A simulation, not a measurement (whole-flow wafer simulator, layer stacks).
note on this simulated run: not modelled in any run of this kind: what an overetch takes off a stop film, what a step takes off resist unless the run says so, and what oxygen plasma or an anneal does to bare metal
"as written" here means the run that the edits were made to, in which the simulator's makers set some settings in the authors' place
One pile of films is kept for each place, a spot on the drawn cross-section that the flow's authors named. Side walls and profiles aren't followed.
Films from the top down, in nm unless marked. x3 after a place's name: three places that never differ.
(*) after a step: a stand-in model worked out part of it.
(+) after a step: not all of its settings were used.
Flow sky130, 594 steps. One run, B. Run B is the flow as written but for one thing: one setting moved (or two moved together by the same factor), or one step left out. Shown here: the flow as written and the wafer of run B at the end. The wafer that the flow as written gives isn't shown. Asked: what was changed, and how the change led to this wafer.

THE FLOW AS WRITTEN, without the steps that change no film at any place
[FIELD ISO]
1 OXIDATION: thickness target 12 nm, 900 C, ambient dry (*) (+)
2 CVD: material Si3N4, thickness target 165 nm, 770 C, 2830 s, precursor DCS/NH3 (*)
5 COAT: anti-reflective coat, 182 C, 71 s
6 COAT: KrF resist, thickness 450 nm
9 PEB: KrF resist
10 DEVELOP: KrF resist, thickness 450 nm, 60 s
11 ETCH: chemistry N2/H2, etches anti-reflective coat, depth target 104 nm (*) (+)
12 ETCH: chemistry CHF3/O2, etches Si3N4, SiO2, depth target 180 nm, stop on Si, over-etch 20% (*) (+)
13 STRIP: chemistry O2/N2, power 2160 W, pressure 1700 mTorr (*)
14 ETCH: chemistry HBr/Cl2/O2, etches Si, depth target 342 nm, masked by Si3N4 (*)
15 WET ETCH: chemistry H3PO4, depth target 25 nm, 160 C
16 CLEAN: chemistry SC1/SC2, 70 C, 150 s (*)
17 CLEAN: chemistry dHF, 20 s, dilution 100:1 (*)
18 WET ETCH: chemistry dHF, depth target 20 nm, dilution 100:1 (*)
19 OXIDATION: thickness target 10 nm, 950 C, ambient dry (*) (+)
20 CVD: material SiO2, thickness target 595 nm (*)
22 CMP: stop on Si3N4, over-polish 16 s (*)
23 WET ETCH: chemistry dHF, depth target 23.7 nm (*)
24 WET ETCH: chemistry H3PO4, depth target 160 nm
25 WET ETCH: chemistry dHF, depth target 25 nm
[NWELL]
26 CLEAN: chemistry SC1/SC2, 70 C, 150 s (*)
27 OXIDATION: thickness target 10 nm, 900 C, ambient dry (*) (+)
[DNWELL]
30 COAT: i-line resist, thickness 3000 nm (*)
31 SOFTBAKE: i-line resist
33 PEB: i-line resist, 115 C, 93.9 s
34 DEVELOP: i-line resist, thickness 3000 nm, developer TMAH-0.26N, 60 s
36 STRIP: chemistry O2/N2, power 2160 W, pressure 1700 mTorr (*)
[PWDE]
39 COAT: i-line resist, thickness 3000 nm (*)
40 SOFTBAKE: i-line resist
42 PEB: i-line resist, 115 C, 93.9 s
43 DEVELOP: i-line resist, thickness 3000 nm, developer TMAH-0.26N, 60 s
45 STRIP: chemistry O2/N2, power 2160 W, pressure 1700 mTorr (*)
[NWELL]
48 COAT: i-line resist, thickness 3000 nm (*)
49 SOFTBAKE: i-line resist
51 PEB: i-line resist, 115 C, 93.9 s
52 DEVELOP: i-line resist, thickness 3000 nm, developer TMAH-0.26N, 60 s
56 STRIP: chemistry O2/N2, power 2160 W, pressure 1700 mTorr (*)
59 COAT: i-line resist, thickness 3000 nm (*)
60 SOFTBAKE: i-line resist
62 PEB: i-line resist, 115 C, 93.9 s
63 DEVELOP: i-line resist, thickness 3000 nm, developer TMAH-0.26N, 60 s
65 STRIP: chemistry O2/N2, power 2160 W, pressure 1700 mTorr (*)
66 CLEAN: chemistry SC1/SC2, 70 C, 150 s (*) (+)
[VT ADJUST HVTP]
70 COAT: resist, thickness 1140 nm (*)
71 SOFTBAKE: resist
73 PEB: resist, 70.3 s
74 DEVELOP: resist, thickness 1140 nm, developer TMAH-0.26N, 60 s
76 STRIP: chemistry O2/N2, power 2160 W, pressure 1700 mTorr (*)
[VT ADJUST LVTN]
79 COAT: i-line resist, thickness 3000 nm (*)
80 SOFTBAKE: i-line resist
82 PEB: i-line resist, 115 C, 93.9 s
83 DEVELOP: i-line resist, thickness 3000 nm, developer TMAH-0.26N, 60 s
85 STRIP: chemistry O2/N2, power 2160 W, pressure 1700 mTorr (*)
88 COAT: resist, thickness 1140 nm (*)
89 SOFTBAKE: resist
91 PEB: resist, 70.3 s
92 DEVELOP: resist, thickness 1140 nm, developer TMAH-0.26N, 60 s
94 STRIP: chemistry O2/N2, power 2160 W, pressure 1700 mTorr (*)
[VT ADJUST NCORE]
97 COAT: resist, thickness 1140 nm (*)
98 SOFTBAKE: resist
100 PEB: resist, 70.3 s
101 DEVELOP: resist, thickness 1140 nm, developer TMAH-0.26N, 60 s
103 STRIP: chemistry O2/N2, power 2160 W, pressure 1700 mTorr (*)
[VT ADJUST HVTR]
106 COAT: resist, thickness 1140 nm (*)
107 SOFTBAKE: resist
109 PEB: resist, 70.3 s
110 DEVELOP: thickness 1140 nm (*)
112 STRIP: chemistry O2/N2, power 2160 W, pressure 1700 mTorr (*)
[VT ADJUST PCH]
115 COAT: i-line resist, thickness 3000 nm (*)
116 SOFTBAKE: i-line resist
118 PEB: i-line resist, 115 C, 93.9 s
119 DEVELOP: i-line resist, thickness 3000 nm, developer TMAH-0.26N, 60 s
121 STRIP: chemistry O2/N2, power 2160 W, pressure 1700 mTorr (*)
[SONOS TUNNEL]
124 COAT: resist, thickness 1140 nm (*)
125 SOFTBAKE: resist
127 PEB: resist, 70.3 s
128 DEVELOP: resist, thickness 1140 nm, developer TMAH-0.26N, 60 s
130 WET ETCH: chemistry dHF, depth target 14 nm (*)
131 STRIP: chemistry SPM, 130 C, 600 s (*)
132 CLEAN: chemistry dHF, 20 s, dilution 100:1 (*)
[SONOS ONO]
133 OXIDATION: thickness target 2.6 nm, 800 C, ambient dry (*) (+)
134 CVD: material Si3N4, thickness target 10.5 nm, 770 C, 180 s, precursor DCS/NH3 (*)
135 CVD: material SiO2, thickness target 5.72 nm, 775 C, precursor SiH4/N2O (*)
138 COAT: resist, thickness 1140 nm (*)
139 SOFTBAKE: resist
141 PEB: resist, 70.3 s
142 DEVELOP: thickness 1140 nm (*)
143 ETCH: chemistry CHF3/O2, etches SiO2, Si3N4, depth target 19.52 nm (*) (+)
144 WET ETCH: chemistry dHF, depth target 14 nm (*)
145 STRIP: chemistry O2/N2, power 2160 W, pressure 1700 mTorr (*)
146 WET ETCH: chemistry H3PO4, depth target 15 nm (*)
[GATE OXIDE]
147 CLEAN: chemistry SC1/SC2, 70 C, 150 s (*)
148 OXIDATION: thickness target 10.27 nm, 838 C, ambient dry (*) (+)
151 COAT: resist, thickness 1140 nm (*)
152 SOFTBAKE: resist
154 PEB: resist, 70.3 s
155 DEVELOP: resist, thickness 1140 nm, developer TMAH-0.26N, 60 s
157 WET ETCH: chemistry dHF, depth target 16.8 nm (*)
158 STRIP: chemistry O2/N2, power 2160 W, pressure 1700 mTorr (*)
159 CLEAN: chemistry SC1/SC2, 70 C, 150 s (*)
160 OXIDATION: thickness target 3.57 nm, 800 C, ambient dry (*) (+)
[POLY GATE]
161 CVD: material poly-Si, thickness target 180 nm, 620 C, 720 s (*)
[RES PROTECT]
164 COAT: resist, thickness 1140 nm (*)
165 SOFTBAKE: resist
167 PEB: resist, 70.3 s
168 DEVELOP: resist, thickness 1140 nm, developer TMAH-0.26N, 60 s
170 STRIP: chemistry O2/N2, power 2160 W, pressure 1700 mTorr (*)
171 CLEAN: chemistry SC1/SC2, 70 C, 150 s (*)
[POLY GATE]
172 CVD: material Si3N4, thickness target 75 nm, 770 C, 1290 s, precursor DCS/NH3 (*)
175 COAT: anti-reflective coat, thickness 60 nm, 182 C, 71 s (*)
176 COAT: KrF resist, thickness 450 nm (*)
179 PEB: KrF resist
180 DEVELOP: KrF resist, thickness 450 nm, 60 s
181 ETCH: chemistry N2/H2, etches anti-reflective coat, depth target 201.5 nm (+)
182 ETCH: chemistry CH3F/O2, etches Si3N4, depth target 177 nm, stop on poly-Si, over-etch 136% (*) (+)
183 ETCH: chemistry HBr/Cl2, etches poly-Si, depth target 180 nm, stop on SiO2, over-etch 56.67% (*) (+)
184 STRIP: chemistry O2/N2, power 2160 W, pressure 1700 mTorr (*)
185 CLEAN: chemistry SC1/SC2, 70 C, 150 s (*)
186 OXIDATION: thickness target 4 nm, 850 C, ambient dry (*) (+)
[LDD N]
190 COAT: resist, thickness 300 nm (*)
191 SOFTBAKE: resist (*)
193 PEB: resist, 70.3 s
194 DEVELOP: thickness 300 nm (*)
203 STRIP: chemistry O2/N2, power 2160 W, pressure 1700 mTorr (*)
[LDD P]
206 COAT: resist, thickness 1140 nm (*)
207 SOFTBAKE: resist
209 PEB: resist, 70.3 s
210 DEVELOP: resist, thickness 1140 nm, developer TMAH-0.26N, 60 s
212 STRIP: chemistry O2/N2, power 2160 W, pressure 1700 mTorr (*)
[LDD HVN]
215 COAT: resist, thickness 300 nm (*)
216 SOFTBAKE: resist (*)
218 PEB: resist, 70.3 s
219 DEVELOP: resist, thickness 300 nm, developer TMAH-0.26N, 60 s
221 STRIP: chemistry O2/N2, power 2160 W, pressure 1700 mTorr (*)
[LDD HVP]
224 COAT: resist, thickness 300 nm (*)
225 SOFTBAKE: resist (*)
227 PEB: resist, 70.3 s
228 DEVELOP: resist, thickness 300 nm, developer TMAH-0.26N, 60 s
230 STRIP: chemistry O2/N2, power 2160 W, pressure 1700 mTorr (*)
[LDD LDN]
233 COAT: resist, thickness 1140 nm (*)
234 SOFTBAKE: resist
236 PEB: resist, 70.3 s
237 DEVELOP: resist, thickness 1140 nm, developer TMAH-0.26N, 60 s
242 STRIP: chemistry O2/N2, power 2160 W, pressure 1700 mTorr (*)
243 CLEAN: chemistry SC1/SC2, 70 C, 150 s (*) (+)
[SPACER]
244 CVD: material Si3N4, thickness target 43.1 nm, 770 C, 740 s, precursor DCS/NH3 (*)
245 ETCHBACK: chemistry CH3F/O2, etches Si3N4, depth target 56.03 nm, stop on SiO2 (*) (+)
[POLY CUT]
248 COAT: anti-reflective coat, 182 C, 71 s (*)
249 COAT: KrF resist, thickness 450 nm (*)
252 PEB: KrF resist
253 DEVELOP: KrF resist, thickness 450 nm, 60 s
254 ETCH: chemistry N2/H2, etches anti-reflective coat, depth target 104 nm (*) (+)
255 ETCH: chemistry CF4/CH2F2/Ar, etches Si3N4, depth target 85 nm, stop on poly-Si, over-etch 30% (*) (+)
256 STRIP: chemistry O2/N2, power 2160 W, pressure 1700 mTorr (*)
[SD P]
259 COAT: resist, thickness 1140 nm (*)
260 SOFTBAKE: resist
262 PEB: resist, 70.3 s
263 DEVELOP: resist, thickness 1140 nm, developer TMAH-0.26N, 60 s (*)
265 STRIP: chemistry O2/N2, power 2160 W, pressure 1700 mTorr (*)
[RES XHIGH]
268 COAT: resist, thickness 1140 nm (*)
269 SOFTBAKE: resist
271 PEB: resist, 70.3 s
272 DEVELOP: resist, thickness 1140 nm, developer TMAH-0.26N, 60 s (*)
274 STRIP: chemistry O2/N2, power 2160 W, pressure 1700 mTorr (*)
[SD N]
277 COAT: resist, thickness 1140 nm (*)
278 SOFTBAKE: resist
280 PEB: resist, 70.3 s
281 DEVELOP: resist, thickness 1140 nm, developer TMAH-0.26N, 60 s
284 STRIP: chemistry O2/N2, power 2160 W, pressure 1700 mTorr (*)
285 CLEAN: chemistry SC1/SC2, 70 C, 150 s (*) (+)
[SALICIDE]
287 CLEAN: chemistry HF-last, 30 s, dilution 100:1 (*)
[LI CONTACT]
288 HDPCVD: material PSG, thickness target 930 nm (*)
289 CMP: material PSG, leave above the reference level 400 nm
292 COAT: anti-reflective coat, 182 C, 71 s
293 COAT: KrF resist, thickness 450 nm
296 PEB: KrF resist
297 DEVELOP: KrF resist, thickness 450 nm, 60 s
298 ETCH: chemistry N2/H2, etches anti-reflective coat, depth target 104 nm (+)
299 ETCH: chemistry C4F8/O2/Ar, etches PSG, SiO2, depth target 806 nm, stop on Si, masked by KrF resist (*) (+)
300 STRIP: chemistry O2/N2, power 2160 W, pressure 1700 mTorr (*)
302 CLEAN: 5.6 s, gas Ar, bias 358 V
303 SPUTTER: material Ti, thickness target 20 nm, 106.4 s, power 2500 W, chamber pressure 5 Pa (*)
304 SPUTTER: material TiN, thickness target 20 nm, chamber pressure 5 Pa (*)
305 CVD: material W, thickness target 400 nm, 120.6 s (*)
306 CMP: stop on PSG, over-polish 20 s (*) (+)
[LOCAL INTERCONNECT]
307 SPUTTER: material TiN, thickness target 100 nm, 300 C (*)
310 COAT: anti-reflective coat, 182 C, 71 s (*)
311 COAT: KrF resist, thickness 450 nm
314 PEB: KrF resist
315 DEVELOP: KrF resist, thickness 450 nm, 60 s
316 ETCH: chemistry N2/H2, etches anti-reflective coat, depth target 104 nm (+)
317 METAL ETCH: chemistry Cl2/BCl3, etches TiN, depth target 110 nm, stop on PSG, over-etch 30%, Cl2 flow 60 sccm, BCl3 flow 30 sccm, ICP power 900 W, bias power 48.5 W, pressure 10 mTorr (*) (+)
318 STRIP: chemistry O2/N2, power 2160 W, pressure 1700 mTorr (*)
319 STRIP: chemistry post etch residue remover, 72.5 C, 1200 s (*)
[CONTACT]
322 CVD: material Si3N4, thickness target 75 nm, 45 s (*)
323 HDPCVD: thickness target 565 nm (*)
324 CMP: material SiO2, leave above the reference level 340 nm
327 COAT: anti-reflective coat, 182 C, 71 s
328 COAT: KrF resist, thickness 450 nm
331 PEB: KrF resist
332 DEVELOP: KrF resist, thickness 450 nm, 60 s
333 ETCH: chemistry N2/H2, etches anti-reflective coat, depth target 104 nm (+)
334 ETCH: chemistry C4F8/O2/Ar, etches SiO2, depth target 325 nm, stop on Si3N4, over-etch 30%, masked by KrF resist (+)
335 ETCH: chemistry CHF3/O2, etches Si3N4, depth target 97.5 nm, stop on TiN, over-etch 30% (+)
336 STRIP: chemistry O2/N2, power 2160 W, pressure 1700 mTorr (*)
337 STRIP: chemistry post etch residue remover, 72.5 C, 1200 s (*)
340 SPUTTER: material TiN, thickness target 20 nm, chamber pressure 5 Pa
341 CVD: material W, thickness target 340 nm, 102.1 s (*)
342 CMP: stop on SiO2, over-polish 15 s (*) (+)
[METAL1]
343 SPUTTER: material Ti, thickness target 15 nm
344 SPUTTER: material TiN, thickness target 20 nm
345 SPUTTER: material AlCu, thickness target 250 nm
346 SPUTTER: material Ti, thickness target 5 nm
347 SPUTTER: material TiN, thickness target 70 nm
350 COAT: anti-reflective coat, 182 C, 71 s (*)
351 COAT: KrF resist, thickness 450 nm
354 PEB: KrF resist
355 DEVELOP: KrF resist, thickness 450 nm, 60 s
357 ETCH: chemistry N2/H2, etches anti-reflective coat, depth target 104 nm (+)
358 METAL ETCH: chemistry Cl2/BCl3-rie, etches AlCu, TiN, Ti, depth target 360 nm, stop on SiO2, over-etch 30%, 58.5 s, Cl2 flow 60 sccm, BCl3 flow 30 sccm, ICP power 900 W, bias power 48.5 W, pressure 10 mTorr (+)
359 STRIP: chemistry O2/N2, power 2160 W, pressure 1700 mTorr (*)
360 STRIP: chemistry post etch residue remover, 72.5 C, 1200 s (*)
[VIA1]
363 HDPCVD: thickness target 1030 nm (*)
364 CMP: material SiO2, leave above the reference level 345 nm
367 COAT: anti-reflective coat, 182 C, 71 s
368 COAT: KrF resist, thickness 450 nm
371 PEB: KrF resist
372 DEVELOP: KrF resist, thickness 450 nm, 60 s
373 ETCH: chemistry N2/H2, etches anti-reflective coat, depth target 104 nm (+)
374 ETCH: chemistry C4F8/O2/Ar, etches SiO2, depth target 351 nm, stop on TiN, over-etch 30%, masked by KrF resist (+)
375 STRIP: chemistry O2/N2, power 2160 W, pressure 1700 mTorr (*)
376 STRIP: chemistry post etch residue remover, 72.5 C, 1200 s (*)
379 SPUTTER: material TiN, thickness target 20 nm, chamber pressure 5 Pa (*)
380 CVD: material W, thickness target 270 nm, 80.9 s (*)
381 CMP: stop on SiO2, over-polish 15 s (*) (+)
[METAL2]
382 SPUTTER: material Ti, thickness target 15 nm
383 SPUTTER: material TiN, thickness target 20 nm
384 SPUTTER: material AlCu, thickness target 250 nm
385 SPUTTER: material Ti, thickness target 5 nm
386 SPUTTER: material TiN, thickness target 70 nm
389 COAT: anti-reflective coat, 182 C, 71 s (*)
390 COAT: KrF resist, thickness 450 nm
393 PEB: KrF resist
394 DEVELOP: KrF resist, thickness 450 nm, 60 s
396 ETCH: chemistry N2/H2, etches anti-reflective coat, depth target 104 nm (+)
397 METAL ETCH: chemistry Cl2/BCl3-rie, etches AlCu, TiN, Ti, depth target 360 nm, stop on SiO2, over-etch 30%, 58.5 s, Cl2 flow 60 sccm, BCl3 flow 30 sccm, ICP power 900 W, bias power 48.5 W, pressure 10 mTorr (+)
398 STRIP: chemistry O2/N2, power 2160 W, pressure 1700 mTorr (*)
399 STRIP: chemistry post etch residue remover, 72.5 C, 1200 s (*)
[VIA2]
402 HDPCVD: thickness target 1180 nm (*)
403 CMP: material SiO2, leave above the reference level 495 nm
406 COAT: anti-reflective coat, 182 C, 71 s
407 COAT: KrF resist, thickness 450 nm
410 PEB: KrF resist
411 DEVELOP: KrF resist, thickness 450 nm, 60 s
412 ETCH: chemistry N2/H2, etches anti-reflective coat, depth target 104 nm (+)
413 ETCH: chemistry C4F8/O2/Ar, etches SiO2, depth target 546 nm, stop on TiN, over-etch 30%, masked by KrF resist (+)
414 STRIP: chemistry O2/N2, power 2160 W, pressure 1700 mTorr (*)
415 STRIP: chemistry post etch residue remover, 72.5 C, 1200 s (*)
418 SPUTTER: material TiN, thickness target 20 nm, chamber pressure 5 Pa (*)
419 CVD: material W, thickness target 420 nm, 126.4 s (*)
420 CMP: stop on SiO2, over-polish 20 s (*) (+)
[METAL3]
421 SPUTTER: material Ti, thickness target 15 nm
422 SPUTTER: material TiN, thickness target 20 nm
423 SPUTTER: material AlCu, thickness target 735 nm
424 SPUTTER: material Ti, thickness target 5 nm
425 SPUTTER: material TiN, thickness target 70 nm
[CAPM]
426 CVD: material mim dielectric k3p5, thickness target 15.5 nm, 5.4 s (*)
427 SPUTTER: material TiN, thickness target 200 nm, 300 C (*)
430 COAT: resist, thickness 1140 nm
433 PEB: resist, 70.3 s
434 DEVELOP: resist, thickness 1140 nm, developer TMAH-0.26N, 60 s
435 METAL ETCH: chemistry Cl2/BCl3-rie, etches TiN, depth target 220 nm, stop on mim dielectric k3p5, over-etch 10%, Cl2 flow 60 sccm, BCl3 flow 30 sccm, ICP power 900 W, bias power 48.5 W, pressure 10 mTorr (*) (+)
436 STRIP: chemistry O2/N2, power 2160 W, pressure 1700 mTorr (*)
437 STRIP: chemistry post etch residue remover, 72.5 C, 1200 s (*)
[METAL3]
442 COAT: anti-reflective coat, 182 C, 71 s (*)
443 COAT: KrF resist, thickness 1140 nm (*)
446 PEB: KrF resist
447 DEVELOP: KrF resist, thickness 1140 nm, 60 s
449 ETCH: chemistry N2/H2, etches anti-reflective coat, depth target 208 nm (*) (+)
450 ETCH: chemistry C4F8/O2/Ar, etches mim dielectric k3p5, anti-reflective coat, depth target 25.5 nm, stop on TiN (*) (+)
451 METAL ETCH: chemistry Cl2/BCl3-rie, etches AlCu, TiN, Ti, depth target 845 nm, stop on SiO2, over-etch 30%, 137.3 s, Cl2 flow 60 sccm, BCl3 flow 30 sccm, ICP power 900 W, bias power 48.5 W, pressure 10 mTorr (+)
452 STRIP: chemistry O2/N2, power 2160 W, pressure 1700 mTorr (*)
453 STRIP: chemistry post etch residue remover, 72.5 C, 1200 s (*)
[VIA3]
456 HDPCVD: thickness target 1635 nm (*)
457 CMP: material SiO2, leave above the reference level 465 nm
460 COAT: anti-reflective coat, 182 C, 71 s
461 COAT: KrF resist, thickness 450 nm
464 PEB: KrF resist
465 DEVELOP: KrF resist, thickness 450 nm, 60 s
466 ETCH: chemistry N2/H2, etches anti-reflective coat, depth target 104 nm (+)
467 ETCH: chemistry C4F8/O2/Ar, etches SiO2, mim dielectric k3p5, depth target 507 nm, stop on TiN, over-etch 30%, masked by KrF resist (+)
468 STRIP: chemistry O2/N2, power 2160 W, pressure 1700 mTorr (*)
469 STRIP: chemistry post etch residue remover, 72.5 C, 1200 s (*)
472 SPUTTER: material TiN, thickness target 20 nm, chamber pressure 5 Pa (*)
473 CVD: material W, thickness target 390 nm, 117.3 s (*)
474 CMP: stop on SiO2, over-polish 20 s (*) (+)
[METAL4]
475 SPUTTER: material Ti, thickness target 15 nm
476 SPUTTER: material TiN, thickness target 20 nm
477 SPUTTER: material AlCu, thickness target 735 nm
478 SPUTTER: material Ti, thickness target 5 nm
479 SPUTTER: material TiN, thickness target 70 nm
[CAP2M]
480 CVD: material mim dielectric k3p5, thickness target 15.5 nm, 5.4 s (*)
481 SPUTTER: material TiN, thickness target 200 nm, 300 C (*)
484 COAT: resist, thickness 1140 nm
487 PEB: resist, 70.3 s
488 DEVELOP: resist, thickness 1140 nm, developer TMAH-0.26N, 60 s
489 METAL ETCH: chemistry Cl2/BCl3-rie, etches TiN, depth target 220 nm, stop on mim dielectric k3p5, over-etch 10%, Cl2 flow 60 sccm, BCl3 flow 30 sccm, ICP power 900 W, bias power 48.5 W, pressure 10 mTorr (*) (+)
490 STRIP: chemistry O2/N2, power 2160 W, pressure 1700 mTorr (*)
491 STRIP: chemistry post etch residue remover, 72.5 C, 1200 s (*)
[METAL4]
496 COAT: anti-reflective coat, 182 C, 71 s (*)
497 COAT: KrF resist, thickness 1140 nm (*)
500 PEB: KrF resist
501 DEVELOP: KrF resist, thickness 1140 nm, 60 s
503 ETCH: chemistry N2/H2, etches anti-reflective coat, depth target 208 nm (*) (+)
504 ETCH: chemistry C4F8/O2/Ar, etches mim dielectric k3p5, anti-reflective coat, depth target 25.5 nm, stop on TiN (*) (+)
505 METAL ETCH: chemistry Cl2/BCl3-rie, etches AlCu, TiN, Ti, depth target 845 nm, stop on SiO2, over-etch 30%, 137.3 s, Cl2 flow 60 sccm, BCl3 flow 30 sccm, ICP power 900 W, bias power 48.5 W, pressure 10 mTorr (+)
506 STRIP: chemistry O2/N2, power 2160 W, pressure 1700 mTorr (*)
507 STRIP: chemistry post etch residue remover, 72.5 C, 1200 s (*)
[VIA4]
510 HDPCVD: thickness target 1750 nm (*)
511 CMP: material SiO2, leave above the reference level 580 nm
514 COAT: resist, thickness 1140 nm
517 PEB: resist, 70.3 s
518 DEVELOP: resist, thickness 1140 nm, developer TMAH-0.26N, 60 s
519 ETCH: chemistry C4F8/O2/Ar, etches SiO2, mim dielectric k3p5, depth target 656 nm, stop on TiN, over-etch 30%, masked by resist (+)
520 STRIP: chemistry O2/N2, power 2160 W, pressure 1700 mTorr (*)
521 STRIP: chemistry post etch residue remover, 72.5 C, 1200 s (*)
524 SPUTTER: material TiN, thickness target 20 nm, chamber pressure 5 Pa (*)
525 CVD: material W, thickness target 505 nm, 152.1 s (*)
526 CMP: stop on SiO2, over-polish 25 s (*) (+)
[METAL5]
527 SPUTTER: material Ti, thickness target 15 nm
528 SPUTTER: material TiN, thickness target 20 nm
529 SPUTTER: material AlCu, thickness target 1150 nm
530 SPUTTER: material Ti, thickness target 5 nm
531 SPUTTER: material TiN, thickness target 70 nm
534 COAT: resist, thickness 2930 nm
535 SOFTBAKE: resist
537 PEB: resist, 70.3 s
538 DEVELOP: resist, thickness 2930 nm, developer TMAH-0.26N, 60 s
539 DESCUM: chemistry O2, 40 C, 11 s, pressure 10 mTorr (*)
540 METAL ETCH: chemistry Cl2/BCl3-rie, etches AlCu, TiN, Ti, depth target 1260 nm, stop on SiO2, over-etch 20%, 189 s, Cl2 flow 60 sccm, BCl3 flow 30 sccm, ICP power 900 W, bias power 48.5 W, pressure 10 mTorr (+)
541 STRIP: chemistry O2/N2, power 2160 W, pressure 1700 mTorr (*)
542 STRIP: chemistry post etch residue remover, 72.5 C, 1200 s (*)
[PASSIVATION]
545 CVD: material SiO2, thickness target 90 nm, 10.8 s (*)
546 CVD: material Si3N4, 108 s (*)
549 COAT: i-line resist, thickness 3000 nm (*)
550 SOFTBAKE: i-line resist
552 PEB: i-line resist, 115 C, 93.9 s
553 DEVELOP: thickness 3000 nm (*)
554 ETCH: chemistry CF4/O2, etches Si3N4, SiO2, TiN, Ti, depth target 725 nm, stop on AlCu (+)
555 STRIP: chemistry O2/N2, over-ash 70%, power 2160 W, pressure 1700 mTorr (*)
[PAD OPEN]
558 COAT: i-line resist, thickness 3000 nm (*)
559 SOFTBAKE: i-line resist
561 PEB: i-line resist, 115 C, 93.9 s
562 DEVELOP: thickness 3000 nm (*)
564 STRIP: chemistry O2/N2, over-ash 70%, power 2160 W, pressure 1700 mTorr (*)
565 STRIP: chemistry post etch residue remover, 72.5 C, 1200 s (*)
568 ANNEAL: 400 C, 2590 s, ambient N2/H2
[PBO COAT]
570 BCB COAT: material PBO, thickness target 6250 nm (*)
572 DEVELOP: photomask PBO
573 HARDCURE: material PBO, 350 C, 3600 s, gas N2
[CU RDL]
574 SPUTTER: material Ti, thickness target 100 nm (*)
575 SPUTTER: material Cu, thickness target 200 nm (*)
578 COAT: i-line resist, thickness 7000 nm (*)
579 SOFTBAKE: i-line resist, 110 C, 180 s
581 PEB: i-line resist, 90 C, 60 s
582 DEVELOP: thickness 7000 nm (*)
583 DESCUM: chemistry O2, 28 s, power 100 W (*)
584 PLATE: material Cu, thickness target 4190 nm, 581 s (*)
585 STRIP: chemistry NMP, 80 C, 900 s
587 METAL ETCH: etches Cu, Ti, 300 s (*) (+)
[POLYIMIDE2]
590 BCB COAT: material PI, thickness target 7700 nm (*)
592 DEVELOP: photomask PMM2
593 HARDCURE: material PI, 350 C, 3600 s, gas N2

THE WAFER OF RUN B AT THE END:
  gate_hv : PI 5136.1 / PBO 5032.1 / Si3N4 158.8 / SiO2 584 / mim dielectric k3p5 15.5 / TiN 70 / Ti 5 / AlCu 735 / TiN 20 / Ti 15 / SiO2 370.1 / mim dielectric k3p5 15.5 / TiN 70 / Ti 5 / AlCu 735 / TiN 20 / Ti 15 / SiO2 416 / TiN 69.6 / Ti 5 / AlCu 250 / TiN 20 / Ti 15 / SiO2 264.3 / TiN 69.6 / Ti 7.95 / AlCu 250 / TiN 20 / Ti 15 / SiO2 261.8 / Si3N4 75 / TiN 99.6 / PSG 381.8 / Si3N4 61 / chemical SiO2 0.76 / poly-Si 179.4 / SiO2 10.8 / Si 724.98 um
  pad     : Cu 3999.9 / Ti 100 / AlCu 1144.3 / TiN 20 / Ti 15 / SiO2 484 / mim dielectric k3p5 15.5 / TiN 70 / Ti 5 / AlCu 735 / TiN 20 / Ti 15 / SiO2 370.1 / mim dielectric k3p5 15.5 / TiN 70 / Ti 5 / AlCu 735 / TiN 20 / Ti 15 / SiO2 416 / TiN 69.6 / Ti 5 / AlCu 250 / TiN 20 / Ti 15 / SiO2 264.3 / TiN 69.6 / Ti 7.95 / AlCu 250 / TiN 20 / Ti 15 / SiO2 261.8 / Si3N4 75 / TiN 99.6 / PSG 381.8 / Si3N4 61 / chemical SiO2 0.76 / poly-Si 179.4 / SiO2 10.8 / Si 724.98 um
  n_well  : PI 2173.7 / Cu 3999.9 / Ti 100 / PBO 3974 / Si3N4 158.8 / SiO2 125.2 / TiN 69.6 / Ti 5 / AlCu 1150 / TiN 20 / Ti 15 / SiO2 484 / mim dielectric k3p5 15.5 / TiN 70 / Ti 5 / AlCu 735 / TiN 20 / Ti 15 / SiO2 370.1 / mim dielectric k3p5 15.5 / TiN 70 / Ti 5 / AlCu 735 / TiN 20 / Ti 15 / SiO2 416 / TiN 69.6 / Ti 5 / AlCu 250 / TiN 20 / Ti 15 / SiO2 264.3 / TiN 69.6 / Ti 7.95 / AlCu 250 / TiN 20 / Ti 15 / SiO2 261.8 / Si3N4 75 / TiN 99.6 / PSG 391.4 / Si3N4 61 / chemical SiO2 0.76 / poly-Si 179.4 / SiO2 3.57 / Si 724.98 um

The cause: step 346, SPUTTER: thickness target 7.95 nm was run, where the flow has thickness target 5 nm.
It can be read off the wafer: gate_hv has Ti 7.95, and step 346 as written asks for 5 nm.

How the change led to this, step by step:
  346 SPUTTER: material Ti, thickness target 5 nm
      field, active, n_well and 188 more: Ti +7.95 (new film) (as written it would be: Ti +5 (new film))
  358 METAL ETCH: chemistry Cl2/BCl3-rie, etches AlCu, TiN, Ti, depth target 360 nm, stop on SiO2, over-etch 30%, 58.5 s, Cl2 flow 60 sccm, BCl3 flow 30 sccm, ICP power 900 W, bias power 48.5 W, pressure 10 mTorr (+)
      field, active, gate and 81 more: TiN -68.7 (all of it), Ti -7.95 (all of it), AlCu -250 (all of it), TiN -20 (all of it), Ti -15 (all of it), SiO2 -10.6 (as written it would be: TiN -68.7 (all of it), Ti -5 (all of it), AlCu -250 (all of it), TiN -20 (all of it), Ti -15 (all of it), SiO2 -10.9)
